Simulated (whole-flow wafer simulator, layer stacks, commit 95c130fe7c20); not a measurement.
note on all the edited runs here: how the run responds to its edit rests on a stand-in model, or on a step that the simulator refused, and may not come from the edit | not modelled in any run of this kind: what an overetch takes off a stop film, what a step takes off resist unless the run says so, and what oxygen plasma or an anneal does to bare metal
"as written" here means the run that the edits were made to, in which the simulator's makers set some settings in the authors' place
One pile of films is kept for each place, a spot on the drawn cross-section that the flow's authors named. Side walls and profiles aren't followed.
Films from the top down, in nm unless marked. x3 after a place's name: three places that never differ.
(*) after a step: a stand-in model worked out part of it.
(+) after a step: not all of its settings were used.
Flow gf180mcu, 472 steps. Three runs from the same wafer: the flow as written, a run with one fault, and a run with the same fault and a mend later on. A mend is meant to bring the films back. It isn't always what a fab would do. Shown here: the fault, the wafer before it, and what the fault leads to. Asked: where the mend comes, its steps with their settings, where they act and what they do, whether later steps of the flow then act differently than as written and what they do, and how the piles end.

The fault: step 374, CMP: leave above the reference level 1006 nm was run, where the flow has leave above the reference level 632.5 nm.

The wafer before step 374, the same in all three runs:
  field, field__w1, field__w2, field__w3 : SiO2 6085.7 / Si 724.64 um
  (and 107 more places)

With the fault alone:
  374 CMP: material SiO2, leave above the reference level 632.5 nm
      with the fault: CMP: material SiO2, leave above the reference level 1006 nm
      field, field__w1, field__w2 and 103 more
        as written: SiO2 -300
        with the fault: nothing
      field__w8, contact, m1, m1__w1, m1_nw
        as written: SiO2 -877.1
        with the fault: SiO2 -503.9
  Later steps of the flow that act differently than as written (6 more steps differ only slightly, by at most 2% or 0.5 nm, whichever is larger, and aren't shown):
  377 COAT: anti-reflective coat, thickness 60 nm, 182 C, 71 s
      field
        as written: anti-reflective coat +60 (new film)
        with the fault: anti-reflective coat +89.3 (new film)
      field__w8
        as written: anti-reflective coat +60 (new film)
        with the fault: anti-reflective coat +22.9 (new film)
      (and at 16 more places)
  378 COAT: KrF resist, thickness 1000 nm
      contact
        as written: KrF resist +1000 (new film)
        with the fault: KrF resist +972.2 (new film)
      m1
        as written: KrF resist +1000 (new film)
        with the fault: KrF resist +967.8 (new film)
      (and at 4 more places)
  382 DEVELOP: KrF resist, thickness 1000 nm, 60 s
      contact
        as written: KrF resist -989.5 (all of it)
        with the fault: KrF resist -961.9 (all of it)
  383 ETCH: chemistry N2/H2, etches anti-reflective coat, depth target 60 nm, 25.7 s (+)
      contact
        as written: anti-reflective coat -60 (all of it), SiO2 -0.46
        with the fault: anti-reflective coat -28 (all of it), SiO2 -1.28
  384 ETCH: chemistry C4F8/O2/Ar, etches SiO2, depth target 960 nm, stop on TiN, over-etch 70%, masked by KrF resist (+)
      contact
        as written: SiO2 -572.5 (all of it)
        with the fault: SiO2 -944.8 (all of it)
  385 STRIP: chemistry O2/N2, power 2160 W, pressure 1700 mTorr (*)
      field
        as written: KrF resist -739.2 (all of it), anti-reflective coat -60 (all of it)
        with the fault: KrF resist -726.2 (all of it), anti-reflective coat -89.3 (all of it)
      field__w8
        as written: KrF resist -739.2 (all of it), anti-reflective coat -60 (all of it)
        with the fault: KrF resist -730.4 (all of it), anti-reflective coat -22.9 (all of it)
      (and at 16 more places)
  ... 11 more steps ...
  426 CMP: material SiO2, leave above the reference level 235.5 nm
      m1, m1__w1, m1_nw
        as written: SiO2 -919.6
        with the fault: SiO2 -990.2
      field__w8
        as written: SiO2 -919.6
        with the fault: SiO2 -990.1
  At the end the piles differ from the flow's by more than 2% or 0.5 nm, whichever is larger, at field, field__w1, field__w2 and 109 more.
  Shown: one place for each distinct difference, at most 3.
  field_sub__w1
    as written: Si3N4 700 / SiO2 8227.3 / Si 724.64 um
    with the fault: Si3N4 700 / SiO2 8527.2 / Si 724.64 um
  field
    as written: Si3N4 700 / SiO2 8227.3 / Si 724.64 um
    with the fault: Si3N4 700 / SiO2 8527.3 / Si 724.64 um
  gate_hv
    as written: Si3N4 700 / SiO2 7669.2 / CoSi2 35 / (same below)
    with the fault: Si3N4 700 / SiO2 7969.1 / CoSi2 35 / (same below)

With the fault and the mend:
  The mend comes after step 382.
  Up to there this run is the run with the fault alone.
  382a STRIP: chemistry O2/N2, power 2160 W, pressure 1700 mTorr (*)
      iso_ptap_pw, iso_ntap_nw, iso_nw_fld and 33 more
        KrF resist -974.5 (all of it), anti-reflective coat -60 (all of it)
      field_sub, field_sub__w1, field_sub__w2 and 10 more
        KrF resist -975.2 (all of it), anti-reflective coat -60.2 (all of it)
      p_well, sti, spacer, sd_n, mim_1p0, pad, dice_street
        KrF resist -974.6 (all of it), anti-reflective coat -60.6 (all of it)
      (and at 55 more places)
  382b CMP: material SiO2, leave above the reference level 632.5 nm (the flow's step 374 once more)
      field, field__w1, field__w2 and 103 more
        SiO2 -300
      field__w8, contact, m1, m1__w1, m1_nw
        SiO2 -373.2
  382c HMDS: 120 C, 60 s (the flow's step 376 once more)
      changes no film at any place that is followed
  382d COAT: anti-reflective coat, thickness 60 nm, 182 C, 71 s (the flow's step 377 once more)
      field, field__w1, field__w2 and 108 more
        anti-reflective coat +60 (new film)
  382e COAT: KrF resist, thickness 1000 nm (the flow's step 378 once more)
      field, field__w1, field__w2 and 108 more
        KrF resist +1000 (new film)
  382f SOFTBAKE: KrF resist (the flow's step 379 once more)
      changes no film at any place that is followed
  382g EXPOSE: photomask Via4 (the flow's step 380 once more)
      changes no film at any place that is followed
  382h PEB: KrF resist, 135 C, 90 s (the flow's step 381 once more)
      field, field__w1, field__w2 and 108 more
        KrF resist -10.5
  382i DEVELOP: KrF resist, thickness 1000 nm, 60 s (the flow's step 382 once more)
      field, field__w1, field__w2 and 107 more
        KrF resist -14.9
      contact
        KrF resist -989.5 (all of it)
  No later step of the flow acts differently than as written at any place that is followed.
  At the end the piles are the same as the flow's at every place that both follow.
